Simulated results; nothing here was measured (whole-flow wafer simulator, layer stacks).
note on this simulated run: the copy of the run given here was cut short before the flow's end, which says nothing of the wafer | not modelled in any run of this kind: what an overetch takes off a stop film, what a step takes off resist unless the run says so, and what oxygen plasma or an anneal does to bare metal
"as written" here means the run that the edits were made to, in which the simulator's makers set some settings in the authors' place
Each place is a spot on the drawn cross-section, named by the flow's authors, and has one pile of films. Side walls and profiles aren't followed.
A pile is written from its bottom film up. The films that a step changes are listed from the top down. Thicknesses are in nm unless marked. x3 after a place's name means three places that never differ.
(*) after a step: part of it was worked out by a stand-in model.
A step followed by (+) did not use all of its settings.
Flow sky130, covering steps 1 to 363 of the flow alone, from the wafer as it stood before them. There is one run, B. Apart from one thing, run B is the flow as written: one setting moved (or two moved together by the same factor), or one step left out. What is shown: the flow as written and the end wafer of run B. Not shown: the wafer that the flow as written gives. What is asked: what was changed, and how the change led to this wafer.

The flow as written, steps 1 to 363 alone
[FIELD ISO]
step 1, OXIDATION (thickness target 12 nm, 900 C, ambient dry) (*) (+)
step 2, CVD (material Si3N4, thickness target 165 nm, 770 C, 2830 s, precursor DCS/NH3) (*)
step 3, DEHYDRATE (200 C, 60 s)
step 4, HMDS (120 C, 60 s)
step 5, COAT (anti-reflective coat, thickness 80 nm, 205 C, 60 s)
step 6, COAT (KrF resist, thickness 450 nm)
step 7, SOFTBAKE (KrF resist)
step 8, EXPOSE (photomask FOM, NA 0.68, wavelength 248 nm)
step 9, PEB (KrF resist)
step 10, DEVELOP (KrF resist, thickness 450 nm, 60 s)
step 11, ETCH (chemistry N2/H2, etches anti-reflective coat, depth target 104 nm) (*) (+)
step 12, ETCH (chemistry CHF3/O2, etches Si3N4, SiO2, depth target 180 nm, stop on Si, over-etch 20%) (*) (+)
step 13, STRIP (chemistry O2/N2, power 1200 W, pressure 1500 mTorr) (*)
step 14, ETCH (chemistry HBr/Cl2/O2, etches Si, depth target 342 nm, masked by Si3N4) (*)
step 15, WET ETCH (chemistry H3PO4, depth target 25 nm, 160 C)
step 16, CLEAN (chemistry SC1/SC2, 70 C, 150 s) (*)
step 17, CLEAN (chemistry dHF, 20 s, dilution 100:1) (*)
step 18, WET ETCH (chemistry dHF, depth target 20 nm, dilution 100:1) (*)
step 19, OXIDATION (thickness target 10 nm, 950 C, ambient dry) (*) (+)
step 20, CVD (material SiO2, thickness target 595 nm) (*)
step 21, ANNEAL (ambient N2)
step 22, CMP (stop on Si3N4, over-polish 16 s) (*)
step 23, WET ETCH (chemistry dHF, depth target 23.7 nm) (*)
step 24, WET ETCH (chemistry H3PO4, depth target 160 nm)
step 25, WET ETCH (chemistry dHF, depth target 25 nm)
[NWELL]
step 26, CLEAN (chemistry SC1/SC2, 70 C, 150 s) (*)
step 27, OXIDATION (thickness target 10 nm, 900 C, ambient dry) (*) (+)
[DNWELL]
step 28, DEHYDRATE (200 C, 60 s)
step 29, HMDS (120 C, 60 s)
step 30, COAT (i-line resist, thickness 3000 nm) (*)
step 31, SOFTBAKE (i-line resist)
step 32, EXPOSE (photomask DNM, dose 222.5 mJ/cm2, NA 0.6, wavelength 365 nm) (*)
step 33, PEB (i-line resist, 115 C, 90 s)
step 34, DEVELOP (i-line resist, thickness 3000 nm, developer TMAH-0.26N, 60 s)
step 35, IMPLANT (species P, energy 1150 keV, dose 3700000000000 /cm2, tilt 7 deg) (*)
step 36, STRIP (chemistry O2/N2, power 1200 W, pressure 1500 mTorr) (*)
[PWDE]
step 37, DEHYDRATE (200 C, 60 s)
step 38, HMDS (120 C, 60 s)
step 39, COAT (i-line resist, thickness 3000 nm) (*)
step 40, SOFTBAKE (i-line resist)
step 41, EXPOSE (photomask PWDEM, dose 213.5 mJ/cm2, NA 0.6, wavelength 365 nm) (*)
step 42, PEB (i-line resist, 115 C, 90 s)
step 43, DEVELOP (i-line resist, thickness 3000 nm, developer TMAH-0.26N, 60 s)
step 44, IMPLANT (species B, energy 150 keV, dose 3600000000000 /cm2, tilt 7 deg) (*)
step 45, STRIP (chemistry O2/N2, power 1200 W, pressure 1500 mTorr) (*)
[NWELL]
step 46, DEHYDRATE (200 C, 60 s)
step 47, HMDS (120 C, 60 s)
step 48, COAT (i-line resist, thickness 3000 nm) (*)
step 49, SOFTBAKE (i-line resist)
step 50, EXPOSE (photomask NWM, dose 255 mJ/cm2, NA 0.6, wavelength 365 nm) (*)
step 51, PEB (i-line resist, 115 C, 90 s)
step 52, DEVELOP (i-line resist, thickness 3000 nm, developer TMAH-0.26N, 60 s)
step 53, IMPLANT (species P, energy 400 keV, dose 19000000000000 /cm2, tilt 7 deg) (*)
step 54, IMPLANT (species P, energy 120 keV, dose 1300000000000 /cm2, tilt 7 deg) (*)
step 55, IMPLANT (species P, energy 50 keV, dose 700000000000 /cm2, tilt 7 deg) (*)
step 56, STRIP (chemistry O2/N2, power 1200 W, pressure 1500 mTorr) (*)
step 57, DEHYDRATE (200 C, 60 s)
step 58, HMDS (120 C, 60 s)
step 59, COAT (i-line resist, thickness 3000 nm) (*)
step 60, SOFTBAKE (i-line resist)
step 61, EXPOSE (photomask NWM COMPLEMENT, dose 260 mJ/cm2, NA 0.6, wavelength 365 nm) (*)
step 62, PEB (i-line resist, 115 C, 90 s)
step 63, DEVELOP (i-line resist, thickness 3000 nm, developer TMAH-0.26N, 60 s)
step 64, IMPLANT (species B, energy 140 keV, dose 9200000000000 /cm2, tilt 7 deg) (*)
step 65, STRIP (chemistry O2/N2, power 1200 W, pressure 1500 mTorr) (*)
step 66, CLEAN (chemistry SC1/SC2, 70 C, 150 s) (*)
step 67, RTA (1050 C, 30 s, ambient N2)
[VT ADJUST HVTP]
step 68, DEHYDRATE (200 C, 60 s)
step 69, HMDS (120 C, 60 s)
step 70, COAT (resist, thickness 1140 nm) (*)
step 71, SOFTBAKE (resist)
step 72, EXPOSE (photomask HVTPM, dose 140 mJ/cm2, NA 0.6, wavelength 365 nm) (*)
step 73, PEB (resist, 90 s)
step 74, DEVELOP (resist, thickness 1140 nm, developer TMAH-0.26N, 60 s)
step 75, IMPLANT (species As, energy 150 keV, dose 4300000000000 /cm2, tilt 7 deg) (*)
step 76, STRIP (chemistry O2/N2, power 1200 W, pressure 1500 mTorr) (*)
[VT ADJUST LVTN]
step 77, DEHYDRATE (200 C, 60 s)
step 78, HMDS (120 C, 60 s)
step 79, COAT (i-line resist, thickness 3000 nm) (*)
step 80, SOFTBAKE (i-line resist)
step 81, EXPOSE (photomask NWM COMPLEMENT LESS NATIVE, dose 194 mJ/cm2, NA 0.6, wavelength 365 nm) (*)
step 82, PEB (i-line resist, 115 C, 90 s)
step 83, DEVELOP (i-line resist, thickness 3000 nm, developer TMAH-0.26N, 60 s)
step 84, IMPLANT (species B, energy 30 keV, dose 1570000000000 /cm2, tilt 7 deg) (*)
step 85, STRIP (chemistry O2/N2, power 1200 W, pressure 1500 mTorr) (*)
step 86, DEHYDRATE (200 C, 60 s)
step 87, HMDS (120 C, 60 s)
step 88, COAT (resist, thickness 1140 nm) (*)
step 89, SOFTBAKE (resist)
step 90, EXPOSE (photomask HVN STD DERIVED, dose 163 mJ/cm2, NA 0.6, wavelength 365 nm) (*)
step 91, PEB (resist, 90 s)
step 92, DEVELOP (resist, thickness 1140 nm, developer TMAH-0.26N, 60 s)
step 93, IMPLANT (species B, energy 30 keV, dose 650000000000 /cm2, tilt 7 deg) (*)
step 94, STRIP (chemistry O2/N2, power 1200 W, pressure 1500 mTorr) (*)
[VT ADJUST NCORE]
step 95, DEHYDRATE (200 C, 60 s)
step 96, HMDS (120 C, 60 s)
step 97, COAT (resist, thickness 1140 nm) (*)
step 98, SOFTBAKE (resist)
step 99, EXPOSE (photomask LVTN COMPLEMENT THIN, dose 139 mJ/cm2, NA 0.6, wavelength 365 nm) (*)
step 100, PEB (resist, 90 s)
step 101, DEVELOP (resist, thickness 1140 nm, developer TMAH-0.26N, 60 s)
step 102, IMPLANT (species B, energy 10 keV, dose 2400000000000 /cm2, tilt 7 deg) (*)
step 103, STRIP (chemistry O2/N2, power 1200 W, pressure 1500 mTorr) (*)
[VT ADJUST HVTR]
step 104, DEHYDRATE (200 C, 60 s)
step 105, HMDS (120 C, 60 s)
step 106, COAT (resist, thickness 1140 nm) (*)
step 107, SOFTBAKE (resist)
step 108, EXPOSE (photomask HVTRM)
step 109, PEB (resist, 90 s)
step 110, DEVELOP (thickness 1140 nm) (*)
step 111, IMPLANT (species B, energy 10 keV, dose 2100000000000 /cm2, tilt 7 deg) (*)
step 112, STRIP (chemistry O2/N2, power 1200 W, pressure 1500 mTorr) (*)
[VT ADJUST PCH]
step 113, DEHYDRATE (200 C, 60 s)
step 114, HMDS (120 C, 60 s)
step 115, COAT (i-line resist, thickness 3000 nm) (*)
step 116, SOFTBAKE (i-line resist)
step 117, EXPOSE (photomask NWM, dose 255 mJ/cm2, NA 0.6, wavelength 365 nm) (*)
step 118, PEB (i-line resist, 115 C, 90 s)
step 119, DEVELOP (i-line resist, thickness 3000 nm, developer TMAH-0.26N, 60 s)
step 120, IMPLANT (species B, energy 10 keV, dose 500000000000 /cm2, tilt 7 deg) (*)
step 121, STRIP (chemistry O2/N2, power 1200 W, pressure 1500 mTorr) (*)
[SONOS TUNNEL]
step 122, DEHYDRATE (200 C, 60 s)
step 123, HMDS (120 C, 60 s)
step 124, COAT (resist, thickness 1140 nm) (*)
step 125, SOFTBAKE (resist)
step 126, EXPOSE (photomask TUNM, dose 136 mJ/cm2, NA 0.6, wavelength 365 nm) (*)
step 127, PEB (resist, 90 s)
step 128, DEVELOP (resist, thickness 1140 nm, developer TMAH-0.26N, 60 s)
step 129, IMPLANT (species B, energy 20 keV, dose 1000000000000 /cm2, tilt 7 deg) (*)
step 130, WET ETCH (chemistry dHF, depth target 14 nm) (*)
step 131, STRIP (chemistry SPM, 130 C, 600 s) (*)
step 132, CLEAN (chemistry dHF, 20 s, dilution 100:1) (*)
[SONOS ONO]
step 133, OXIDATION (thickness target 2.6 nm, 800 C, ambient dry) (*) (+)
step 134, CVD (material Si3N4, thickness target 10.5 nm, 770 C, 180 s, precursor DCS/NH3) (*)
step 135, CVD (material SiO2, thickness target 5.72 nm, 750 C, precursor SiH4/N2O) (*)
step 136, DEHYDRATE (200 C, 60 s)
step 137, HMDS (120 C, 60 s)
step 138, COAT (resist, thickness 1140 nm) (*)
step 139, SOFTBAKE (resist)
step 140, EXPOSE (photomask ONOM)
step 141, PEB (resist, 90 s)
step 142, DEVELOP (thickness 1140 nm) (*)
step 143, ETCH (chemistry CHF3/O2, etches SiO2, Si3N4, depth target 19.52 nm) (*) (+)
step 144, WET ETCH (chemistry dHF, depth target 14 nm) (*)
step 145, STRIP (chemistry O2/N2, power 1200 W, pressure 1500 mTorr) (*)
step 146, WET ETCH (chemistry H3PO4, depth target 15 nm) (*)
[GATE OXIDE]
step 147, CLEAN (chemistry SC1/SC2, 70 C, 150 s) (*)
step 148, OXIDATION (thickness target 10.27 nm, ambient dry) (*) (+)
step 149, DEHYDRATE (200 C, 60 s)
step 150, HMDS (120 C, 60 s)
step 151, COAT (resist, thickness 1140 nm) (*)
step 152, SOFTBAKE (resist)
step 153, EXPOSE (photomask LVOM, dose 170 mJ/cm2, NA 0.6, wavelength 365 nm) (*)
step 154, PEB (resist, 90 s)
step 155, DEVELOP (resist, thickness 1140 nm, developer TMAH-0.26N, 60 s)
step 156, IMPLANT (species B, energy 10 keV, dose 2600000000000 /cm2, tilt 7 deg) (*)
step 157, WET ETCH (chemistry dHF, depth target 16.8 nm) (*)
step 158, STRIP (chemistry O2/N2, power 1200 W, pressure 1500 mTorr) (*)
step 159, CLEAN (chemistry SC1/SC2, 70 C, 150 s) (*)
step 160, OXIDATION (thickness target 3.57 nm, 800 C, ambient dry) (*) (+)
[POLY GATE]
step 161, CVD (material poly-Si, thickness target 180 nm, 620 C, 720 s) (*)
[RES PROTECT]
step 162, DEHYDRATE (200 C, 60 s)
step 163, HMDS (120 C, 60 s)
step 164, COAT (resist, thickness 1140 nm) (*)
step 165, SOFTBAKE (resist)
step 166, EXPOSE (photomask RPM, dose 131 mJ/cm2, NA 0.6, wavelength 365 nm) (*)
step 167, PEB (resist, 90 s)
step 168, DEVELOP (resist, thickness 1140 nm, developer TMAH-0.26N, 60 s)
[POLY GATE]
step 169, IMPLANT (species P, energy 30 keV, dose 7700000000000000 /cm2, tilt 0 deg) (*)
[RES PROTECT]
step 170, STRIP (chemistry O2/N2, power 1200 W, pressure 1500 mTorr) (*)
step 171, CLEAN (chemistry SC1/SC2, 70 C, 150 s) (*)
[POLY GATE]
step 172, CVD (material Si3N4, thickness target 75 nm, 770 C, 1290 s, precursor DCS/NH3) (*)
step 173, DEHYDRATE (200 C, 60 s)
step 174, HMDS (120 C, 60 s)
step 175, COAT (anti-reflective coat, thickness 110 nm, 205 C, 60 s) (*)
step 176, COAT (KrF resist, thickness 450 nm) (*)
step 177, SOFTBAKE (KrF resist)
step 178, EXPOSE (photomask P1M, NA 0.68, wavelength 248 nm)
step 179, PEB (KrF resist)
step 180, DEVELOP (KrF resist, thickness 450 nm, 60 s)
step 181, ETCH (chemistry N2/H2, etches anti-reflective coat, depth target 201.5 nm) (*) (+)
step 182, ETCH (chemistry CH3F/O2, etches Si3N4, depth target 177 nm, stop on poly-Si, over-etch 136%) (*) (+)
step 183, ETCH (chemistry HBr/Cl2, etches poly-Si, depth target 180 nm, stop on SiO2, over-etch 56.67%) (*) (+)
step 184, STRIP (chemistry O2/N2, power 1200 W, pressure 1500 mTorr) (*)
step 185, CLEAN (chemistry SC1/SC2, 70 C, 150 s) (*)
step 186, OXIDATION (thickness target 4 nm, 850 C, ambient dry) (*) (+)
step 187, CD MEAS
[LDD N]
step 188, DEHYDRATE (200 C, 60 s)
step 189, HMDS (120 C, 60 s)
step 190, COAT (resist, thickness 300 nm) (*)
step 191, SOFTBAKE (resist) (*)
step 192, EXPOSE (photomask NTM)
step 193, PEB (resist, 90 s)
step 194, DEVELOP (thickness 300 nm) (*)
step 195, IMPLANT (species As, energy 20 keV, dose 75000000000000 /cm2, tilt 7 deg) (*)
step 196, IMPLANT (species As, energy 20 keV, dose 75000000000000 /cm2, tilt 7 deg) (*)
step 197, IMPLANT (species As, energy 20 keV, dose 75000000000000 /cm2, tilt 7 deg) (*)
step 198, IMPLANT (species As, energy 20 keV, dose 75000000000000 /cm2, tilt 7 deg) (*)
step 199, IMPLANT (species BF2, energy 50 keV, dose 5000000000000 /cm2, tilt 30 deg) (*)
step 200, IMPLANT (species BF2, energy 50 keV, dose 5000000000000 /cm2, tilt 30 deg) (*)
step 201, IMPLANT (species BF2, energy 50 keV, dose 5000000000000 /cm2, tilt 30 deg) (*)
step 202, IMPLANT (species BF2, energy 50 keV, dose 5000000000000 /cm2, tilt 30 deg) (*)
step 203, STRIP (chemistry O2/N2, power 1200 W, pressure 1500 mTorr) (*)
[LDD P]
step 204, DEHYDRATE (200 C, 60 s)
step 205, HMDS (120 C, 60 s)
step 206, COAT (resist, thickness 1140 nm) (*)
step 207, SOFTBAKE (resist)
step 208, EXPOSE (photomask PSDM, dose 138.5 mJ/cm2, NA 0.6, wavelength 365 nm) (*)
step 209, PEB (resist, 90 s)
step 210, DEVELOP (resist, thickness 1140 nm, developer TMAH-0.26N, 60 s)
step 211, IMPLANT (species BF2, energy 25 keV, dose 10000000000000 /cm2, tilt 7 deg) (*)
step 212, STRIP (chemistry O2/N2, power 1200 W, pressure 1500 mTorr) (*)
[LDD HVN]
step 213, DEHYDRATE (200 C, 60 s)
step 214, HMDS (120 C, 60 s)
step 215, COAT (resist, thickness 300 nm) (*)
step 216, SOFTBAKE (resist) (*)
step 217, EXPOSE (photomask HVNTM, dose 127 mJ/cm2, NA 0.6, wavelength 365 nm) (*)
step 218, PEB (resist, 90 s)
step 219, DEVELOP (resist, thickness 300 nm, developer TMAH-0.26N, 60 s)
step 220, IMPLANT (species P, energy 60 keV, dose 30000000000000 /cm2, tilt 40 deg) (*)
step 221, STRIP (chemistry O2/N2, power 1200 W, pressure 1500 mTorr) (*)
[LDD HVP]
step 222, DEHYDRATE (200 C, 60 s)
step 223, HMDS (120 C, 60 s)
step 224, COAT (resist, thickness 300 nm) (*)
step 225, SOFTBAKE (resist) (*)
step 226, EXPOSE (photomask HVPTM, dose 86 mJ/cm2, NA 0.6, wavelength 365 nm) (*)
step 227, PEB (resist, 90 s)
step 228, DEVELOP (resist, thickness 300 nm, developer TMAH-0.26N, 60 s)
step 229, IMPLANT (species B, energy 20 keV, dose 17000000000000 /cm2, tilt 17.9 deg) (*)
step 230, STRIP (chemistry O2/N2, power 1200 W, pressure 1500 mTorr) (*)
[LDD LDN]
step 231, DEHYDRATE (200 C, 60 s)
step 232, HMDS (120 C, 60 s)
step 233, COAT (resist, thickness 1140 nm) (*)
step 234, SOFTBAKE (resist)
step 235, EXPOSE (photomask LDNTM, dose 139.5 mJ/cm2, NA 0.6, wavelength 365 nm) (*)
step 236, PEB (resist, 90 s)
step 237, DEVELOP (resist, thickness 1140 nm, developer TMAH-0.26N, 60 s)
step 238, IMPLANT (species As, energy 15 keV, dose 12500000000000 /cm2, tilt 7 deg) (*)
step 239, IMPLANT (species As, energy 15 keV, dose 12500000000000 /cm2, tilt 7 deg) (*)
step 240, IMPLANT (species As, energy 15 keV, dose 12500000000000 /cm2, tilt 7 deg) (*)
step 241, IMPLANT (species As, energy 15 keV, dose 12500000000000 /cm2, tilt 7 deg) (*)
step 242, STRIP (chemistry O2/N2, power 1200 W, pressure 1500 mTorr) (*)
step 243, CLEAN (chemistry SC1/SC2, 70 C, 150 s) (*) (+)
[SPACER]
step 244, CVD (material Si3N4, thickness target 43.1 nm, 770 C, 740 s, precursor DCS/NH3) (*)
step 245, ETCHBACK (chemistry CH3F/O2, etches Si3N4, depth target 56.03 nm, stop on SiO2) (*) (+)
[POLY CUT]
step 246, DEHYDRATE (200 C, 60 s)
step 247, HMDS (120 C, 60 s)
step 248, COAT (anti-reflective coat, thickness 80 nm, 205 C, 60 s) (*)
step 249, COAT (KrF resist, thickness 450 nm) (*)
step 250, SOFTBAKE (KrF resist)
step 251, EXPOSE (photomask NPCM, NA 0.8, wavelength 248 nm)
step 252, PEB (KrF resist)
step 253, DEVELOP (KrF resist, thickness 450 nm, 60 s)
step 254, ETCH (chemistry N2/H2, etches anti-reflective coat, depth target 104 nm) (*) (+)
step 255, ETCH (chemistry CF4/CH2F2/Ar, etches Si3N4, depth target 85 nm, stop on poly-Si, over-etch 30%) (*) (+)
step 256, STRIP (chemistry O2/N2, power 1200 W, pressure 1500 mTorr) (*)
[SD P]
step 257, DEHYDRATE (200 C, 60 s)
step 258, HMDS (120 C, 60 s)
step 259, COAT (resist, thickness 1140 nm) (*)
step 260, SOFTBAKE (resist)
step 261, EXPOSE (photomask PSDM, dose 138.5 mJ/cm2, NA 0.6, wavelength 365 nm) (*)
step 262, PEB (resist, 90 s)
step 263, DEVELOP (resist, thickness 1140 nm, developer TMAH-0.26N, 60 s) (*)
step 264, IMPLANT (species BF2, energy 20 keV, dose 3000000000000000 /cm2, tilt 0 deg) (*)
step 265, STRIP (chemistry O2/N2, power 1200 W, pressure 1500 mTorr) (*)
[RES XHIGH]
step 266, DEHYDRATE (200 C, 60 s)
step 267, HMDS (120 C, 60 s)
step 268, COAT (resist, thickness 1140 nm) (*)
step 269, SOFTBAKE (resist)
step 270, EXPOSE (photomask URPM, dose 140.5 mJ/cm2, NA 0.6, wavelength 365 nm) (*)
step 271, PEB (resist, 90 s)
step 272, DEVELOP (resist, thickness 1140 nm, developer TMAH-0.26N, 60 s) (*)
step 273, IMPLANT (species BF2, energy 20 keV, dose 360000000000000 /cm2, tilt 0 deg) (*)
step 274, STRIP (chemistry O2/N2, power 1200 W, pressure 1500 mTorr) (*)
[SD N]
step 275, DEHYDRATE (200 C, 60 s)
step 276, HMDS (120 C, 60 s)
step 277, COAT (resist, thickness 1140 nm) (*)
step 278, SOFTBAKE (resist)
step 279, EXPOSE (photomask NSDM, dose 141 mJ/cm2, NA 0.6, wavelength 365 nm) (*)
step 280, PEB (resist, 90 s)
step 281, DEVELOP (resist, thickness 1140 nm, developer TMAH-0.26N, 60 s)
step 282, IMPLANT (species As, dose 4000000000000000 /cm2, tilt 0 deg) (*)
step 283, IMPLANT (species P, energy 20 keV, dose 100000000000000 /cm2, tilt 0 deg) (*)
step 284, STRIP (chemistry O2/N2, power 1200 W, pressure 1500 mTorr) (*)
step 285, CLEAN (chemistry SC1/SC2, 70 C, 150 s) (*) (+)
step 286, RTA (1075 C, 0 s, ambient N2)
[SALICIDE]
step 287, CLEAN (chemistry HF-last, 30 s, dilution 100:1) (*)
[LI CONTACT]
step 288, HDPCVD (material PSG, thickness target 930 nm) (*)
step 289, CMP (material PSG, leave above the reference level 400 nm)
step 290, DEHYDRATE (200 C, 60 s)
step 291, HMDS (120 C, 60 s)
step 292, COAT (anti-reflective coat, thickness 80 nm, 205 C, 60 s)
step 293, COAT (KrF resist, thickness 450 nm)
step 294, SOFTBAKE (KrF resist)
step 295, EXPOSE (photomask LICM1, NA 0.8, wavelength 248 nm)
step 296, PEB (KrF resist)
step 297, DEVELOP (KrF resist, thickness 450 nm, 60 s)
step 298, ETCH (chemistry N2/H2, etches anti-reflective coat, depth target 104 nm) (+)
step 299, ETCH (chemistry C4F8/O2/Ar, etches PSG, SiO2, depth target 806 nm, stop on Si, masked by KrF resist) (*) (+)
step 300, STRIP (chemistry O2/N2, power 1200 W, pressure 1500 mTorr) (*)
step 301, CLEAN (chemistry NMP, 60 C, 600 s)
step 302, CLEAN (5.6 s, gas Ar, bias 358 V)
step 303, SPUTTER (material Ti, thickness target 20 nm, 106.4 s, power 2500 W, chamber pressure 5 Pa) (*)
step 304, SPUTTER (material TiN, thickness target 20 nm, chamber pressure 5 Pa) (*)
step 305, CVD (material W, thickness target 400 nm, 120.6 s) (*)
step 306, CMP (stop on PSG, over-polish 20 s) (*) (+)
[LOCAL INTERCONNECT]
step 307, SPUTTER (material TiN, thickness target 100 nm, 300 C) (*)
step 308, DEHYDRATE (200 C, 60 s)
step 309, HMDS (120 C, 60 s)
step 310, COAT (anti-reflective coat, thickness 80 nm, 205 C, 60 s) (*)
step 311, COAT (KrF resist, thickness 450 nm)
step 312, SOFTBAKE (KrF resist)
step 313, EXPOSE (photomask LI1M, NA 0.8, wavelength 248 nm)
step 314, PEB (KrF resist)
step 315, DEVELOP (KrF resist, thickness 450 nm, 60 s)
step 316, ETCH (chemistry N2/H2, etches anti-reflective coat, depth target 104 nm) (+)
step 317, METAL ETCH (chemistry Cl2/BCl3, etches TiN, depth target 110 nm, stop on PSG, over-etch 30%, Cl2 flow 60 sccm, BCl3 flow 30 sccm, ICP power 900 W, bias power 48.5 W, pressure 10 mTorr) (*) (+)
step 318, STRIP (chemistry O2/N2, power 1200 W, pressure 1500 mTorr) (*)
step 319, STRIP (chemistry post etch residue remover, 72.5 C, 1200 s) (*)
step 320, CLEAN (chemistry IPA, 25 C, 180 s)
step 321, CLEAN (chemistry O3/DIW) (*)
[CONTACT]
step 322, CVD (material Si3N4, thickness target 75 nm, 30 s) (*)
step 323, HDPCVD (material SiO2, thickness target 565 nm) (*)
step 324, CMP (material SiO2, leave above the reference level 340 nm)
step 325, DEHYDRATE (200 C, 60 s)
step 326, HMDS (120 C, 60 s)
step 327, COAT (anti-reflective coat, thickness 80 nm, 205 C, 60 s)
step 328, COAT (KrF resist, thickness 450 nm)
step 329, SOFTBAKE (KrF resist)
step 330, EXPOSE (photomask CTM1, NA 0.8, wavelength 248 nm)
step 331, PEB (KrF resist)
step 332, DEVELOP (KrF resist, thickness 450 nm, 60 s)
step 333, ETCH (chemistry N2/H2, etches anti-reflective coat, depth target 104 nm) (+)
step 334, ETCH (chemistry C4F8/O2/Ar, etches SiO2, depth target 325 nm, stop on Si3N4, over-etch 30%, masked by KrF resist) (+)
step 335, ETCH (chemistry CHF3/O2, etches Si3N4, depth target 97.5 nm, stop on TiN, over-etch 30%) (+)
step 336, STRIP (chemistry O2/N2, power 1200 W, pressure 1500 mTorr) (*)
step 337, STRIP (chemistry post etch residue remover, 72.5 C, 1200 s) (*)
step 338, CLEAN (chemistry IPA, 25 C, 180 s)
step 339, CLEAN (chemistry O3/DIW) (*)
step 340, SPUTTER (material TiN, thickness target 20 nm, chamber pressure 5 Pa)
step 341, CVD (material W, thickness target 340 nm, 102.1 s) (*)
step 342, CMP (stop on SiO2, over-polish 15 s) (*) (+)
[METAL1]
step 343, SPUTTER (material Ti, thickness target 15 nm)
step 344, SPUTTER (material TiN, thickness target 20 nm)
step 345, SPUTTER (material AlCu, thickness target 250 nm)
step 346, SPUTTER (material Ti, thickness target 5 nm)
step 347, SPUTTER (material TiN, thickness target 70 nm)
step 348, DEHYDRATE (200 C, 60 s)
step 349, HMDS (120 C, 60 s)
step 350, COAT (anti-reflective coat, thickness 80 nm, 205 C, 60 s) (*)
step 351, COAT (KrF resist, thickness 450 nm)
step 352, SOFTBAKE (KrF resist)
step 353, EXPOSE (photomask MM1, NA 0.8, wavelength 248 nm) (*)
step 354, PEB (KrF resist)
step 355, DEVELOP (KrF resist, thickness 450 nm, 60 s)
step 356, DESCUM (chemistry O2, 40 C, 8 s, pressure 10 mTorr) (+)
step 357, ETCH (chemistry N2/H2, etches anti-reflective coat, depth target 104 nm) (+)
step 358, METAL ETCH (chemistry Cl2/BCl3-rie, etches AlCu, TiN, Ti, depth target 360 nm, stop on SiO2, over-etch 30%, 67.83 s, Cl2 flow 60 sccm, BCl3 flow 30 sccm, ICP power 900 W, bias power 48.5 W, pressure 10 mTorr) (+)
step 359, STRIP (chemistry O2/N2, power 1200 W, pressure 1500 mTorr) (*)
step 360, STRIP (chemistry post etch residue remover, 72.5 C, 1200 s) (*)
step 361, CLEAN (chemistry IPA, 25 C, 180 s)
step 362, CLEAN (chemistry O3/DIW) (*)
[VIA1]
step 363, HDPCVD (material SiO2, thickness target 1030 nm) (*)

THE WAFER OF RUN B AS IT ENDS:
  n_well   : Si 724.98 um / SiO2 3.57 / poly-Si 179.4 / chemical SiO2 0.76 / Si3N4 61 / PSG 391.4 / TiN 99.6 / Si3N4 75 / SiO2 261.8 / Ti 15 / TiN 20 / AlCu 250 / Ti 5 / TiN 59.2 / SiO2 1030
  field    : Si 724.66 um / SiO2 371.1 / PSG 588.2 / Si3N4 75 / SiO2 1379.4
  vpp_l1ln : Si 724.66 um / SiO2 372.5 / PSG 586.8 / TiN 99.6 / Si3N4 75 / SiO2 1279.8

The reason: step 347, SPUTTER: thickness target 59.6 nm was run, while the flow as written has thickness target 70 nm.

How this came from the change, step by step:
  step 347, SPUTTER (material TiN, thickness target 70 nm)
      field, active, n_well and 188 more: +59.6 TiN (new film) (in the flow as written it would be: +70 TiN (new film))
  step 358, METAL ETCH (chemistry Cl2/BCl3-rie, etches AlCu, TiN, Ti, depth target 360 nm, stop on SiO2, over-etch 30%, 67.83 s, Cl2 flow 60 sccm, BCl3 flow 30 sccm, ICP power 900 W, bias power 48.5 W, pressure 10 mTorr) (+)
      field, active, gate and 81 more: -58.3 TiN (all of it), -5 Ti (all of it), -250 AlCu (all of it), -20 TiN (all of it), -15 Ti (all of it), -12 SiO2 (in the flow as written it would be: -68.7 TiN (all of it), -5 Ti (all of it), -250 AlCu (all of it), -20 TiN (all of it), -15 Ti (all of it), -10.9 SiO2)
